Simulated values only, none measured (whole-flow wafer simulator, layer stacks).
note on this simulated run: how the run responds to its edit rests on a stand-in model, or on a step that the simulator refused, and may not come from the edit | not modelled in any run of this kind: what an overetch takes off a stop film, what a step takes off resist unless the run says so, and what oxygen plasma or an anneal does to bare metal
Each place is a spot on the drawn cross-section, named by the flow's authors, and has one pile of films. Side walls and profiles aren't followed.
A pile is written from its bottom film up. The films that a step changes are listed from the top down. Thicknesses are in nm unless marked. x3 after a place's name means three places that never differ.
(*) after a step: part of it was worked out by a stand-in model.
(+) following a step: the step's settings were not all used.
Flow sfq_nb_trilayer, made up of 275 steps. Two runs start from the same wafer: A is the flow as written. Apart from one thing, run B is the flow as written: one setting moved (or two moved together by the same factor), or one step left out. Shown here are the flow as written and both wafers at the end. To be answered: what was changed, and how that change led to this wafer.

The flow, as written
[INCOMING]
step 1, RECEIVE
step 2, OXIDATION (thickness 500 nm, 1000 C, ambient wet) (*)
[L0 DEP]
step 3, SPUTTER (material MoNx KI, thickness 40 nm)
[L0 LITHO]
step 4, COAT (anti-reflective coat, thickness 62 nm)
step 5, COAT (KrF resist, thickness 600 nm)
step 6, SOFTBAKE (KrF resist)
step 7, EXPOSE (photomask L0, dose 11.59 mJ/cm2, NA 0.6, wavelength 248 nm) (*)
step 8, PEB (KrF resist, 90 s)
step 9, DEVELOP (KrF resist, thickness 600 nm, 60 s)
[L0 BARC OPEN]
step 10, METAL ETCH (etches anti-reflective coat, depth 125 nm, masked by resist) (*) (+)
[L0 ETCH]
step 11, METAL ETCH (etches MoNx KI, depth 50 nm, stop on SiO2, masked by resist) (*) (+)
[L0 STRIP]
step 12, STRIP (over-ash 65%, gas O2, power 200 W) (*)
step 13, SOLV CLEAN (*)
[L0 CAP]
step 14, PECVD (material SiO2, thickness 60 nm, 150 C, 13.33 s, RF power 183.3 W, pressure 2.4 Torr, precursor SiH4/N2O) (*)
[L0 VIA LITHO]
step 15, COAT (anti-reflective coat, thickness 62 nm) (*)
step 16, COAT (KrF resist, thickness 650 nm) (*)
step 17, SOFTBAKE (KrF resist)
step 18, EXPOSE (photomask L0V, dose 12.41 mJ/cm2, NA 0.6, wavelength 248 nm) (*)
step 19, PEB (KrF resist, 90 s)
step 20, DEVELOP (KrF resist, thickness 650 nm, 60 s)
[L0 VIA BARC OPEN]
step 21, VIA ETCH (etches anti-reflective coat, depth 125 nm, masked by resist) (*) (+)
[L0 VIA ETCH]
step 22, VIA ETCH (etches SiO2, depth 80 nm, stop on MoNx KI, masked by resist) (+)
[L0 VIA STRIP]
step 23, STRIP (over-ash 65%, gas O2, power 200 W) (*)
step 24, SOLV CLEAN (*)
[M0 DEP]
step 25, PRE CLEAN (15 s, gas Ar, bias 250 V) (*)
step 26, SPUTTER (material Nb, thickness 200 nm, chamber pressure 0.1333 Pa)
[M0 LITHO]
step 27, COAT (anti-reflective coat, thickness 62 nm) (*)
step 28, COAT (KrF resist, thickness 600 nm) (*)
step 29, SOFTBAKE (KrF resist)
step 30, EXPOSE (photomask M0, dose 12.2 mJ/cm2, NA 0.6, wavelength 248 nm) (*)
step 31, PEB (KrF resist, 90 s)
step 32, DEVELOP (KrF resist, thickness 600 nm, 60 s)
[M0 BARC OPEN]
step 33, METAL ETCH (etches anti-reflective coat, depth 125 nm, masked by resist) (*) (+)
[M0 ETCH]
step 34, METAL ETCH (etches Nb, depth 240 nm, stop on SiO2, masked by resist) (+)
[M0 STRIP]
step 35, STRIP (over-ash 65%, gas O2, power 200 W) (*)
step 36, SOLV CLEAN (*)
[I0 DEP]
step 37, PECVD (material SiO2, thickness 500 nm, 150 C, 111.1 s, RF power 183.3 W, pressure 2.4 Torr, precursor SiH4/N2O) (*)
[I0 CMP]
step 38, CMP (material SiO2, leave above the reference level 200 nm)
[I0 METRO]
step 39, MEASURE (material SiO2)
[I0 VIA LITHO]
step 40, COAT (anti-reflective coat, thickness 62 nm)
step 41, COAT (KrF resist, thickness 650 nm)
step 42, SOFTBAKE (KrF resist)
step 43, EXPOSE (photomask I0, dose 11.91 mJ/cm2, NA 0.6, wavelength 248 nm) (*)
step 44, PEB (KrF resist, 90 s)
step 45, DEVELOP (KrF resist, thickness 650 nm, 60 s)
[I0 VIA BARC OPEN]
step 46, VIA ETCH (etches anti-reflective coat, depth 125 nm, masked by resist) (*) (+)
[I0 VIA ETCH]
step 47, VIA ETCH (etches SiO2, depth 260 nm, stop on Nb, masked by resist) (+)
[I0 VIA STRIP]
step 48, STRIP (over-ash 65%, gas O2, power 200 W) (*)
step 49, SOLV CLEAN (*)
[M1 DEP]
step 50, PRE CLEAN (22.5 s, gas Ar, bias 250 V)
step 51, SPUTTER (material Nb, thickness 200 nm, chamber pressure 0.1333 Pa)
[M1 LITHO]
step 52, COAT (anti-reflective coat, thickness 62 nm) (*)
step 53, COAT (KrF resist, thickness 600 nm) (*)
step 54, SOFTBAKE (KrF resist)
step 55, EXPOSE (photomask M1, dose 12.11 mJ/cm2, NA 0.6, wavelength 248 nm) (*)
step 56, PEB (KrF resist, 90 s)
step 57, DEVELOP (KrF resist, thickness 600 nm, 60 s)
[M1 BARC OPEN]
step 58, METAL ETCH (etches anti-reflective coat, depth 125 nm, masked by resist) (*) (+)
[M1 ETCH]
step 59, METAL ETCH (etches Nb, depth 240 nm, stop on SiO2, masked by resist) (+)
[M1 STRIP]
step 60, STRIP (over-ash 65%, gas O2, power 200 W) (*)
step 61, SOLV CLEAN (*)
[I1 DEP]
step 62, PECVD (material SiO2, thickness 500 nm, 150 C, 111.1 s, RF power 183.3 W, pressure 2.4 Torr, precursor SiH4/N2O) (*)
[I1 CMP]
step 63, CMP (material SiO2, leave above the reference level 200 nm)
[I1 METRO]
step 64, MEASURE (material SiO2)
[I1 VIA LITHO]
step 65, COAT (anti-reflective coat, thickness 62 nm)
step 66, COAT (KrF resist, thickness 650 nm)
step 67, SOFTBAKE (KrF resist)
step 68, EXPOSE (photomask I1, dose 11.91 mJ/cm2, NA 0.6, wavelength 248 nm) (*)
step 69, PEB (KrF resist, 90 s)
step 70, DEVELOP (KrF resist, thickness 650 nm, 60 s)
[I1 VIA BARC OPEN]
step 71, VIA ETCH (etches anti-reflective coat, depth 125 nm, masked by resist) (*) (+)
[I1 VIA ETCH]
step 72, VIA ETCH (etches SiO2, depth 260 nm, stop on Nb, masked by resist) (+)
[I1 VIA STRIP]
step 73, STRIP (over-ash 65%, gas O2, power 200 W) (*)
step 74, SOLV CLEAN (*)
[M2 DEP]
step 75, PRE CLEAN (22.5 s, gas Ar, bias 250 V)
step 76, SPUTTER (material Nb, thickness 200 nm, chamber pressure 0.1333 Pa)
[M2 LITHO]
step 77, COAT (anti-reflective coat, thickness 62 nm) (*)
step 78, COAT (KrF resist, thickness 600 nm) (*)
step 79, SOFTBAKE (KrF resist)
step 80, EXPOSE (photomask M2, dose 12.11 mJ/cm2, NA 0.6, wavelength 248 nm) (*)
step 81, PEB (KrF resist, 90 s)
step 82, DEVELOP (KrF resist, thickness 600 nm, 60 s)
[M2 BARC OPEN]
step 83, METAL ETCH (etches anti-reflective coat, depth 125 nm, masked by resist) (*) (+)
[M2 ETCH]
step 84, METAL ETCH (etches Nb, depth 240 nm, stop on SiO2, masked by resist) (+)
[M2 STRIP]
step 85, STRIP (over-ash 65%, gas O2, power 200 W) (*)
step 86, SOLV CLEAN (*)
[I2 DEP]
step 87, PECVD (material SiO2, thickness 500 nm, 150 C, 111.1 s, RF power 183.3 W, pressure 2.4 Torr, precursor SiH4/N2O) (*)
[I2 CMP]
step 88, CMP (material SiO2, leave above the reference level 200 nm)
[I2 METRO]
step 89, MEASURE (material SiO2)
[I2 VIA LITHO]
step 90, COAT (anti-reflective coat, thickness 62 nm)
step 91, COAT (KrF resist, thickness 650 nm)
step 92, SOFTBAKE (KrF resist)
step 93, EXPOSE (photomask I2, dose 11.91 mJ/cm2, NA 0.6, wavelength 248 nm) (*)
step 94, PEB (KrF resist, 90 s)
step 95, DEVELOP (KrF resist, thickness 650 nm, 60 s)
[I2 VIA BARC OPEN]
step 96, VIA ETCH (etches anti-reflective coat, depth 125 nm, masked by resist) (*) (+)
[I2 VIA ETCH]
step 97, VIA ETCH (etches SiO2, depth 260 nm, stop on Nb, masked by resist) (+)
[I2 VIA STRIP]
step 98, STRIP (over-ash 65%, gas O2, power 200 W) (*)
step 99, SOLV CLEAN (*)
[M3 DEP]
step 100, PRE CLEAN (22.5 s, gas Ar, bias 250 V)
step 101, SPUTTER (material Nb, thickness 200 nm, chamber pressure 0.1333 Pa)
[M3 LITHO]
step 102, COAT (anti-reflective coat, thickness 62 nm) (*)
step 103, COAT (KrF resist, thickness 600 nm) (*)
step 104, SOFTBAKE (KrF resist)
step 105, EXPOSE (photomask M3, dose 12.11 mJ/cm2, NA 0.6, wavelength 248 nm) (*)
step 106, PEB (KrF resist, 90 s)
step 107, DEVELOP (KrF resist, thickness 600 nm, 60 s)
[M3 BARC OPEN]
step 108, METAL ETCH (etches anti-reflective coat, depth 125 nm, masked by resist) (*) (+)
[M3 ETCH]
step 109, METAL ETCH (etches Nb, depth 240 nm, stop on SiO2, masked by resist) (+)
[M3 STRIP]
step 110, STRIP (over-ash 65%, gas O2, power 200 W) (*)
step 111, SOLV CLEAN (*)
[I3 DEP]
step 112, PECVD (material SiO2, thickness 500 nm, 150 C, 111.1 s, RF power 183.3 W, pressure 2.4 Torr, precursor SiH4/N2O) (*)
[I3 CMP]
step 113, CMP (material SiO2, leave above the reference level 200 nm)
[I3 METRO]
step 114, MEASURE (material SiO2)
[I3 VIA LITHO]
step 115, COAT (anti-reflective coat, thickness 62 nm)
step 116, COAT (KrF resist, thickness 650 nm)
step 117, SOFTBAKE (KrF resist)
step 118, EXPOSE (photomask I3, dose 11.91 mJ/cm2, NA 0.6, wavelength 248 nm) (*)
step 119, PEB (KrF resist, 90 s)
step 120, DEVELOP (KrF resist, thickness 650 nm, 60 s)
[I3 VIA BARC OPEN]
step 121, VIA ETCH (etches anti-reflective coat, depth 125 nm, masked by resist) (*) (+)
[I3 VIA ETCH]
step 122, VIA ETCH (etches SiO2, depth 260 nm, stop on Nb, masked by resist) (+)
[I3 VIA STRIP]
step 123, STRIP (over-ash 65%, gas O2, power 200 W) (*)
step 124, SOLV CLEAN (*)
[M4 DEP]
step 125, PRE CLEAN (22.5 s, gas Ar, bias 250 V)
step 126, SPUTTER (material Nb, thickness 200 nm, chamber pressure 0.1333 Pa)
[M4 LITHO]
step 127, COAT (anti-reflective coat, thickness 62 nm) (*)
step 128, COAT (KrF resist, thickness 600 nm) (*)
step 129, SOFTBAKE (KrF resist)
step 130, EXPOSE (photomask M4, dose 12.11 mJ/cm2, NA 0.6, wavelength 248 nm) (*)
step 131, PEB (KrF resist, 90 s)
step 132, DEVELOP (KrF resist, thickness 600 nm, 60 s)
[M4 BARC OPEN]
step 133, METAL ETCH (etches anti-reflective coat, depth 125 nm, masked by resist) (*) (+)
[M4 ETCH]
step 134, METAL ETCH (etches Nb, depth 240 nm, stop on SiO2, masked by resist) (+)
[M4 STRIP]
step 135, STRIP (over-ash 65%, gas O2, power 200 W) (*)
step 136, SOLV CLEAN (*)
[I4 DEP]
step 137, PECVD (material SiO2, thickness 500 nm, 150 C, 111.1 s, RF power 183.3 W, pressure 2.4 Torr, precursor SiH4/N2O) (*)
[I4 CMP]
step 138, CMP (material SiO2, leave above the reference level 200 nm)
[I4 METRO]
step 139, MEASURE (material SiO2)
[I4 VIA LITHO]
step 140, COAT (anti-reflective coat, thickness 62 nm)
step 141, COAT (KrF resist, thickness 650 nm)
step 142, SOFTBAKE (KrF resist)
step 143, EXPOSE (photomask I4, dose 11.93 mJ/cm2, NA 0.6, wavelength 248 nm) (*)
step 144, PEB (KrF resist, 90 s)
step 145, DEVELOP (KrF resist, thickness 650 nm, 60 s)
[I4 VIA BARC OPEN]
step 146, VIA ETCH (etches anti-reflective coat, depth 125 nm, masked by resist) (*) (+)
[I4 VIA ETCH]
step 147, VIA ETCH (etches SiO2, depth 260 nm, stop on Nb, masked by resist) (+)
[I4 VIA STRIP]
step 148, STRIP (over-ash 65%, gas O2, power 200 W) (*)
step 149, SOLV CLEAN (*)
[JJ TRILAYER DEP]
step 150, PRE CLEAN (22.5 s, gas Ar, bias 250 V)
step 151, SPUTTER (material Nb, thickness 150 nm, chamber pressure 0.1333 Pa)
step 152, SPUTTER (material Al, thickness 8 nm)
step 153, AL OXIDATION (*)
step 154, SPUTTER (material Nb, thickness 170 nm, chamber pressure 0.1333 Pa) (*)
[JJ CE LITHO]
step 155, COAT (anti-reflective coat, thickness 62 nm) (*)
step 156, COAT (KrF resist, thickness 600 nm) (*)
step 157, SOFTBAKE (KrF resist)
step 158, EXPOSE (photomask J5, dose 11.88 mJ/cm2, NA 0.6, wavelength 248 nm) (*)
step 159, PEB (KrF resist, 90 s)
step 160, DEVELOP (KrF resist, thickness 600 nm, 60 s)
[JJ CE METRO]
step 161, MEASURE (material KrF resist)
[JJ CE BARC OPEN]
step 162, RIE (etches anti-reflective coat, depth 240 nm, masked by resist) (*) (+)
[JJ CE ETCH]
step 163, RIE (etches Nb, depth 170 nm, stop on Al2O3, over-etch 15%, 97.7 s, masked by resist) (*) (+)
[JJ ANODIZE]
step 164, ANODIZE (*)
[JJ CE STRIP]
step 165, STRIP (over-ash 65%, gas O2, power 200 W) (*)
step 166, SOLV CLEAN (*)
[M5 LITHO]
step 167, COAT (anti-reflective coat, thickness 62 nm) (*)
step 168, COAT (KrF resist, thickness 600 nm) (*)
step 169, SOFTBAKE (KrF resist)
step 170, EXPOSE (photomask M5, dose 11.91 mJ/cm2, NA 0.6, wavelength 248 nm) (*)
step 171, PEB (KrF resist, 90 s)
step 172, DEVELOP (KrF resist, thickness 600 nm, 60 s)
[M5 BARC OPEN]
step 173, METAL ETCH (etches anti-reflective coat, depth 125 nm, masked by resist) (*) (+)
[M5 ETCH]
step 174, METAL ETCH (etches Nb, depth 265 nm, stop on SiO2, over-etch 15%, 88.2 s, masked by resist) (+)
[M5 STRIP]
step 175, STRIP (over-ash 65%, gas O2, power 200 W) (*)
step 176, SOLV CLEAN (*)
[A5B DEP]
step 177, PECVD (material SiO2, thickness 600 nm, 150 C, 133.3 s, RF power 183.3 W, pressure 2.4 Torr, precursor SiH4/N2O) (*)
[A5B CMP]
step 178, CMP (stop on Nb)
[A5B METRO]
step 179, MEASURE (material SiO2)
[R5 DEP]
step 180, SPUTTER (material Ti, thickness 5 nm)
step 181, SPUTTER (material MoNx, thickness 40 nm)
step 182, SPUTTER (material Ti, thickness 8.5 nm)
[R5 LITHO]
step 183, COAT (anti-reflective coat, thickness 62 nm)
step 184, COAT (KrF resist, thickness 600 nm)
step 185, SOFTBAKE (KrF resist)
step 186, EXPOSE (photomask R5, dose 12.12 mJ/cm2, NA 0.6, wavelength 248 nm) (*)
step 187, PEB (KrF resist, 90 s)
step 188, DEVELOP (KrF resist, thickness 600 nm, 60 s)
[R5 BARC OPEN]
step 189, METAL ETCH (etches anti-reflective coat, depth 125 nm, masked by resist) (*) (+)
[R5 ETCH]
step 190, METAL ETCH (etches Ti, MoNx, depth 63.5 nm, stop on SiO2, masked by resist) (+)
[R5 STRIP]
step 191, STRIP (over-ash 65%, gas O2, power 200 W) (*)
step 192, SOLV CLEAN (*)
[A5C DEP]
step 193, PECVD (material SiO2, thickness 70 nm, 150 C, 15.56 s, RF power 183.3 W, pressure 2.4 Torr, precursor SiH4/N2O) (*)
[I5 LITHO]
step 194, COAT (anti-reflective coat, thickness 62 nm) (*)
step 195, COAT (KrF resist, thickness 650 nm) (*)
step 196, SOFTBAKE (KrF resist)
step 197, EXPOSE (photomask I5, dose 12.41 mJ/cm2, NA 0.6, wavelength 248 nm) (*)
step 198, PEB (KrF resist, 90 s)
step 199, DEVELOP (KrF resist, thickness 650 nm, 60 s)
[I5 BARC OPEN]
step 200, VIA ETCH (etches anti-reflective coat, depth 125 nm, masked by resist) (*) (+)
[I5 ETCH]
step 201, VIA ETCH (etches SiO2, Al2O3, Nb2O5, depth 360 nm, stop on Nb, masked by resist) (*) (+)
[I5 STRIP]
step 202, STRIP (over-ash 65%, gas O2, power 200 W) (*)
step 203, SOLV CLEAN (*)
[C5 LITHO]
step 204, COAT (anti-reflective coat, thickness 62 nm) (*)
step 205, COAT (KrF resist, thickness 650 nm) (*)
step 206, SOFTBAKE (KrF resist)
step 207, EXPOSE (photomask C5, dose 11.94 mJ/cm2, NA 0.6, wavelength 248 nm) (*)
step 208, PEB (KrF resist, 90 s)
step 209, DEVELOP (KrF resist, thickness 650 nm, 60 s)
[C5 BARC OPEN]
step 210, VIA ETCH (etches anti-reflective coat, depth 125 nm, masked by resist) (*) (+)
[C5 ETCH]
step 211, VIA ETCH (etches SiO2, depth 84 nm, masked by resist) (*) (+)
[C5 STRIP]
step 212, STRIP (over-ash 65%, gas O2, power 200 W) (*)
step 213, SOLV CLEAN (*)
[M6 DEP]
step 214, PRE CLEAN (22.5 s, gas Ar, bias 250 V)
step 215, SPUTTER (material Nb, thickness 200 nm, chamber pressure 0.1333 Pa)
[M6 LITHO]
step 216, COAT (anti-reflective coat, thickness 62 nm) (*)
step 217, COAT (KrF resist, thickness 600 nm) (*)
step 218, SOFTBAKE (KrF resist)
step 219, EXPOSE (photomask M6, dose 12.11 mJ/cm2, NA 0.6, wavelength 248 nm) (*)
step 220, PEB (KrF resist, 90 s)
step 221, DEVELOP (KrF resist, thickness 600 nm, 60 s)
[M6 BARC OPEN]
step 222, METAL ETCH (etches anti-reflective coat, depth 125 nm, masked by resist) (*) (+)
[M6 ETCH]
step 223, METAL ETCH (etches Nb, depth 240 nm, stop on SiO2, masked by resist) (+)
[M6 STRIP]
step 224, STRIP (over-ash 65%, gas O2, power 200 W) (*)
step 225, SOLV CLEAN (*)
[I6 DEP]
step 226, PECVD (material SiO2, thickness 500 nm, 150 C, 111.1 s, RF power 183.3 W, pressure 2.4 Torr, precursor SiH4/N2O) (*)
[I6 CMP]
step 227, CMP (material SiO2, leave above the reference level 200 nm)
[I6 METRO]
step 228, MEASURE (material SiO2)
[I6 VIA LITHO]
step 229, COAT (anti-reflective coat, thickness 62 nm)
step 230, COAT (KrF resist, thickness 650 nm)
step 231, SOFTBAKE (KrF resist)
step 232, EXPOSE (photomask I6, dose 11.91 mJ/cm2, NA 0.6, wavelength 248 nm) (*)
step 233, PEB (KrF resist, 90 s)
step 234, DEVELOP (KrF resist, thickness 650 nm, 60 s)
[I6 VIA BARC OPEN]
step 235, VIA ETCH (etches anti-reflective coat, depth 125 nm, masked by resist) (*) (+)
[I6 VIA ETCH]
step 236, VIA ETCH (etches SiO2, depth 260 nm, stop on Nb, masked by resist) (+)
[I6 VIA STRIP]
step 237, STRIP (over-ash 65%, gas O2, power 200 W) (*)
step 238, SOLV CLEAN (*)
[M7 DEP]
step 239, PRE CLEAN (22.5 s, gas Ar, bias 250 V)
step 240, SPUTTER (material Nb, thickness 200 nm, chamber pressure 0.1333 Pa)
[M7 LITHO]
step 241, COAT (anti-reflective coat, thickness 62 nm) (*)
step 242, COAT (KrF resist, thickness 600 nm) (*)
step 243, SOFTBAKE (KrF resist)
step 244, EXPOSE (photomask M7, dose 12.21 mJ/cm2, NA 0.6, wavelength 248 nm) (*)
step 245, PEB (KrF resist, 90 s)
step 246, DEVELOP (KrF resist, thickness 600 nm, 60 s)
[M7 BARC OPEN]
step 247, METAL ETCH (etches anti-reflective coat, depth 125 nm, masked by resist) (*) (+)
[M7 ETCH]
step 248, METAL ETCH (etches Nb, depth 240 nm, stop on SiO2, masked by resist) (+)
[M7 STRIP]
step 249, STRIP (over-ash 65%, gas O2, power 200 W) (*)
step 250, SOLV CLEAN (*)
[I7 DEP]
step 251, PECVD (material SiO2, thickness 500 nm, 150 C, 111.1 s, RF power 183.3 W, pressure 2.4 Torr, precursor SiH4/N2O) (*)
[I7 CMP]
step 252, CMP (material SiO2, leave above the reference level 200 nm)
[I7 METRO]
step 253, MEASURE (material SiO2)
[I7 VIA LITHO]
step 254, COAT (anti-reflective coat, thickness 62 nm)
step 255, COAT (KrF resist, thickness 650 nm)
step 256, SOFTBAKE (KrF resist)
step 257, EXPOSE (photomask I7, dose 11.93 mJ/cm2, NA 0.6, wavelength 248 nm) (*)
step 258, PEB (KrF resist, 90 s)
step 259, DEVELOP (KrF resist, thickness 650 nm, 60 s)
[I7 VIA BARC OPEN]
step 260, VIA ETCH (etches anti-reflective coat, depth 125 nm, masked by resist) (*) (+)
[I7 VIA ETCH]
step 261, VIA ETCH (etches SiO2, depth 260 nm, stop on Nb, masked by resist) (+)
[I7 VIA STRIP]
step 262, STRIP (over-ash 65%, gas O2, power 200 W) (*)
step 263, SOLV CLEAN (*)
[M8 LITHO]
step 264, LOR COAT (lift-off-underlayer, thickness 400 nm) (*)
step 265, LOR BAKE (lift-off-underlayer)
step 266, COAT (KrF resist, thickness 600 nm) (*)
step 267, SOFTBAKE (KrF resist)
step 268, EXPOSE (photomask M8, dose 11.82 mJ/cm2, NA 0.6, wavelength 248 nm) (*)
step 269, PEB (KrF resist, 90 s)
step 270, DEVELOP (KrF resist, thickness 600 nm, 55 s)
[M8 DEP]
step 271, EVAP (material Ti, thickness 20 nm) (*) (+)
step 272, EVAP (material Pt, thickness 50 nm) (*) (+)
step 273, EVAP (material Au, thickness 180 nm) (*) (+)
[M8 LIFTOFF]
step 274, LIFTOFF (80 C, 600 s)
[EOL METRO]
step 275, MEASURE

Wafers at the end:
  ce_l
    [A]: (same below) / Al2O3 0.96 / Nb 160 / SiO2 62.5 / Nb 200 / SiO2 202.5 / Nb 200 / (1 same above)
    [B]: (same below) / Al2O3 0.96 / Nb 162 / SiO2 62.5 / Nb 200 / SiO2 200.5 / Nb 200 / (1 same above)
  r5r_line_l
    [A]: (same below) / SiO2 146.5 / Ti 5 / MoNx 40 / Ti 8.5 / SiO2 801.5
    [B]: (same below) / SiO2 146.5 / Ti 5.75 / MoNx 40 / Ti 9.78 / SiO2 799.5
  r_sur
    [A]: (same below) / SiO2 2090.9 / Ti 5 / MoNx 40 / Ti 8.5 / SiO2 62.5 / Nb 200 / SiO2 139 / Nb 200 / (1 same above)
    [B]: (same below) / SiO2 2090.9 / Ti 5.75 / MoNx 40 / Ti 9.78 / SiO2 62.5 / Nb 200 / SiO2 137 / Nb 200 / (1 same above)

What caused this: step 180, SPUTTER: thickness 5.75 nm was run, while the flow as written has thickness 5 nm; step 182, SPUTTER: thickness 9.775 nm was run, where the flow has thickness 8.5 nm.
The wafer lets one read it off: r5r_line_l has Ti 5.75, and step 180 as written asks for 5 nm.

Step by step, how the change led to this:
  step 180, SPUTTER (material Ti, thickness 5 nm)
      field_l, v_sur, via_wl and 103 more: A Ti gains 5 (new film) | B Ti gains 5.75 (new film)
  step 182, SPUTTER (material Ti, thickness 8.5 nm)
      field_l, v_sur, via_wl and 103 more: A Ti gains 8.5 (new film) | B Ti gains 9.78 (new film)
  step 190, METAL ETCH (etches Ti, MoNx, depth 63.5 nm, stop on SiO2, masked by resist) (+)
      field_l, v_sur, via_wl and 92 more: A Ti loses 8.5 (all of it), MoNx loses 40 (all of it), Ti loses 5 (all of it) | B Ti loses 9.78 (all of it), MoNx loses 40 (all of it), Ti loses 5.75 (all of it)
      ce_l, c5j, ce_r, wl_jj: A Ti loses 8.5 (all of it), MoNx loses 40 (all of it), Ti loses 5 (all of it), Nb loses 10 | B Ti loses 9.78 (all of it), MoNx loses 40 (all of it), Ti loses 5.75 (all of it), Nb loses 7.97
